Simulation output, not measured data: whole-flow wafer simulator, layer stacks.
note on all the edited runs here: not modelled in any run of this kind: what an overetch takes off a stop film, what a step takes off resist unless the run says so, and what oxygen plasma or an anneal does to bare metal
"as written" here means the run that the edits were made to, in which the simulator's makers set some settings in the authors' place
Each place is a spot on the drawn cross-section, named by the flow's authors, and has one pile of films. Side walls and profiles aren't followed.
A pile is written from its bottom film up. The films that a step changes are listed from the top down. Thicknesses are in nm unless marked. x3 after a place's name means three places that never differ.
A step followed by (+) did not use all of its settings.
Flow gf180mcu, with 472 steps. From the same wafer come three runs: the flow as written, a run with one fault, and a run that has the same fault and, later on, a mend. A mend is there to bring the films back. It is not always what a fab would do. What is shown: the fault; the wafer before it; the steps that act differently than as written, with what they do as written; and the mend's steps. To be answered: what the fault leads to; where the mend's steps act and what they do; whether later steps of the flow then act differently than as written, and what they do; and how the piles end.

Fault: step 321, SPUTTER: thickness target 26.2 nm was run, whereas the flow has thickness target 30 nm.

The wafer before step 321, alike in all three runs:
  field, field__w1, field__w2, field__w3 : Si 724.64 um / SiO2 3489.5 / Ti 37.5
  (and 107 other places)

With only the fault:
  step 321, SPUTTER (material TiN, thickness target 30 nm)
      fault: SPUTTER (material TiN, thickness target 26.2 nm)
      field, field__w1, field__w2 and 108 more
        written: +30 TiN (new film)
        fault: +26.2 TiN (new film)
  Steps later in the flow that act otherwise than as written (1 more step, not shown, differs only slightly: by at most 2% or 0.5 nm, whichever is larger):
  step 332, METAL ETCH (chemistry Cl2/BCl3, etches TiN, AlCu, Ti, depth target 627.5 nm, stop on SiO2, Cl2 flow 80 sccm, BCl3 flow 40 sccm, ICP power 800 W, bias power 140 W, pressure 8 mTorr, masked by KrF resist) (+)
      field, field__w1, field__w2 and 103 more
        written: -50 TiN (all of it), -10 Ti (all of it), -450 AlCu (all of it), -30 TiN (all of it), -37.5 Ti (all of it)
        fault: -50 TiN (all of it), -10 Ti (all of it), -450 AlCu (all of it), -26.2 TiN (all of it), -37.5 Ti (all of it)
  By the end, the piles at field__w8, contact, m1, m1__w1, m1_nw depart from the flow's by more than 2% or 0.5 nm, whichever is larger.
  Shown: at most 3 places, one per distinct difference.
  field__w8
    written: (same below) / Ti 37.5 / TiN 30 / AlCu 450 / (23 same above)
    fault: (same below) / Ti 37.5 / TiN 26.2 / AlCu 450 / (23 same above)
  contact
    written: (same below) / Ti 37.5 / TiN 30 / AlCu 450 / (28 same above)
    fault: (same below) / Ti 37.5 / TiN 26.2 / AlCu 450 / (28 same above)

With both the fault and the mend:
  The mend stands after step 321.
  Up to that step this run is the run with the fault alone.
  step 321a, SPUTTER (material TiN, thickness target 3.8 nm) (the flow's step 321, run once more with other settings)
      field, field__w1, field__w2 and 108 more
        +3.8 TiN
  None of the later steps of the flow acts differently than as written at any place that is followed.
  By the end, the piles equal the flow's at every place that both follow.
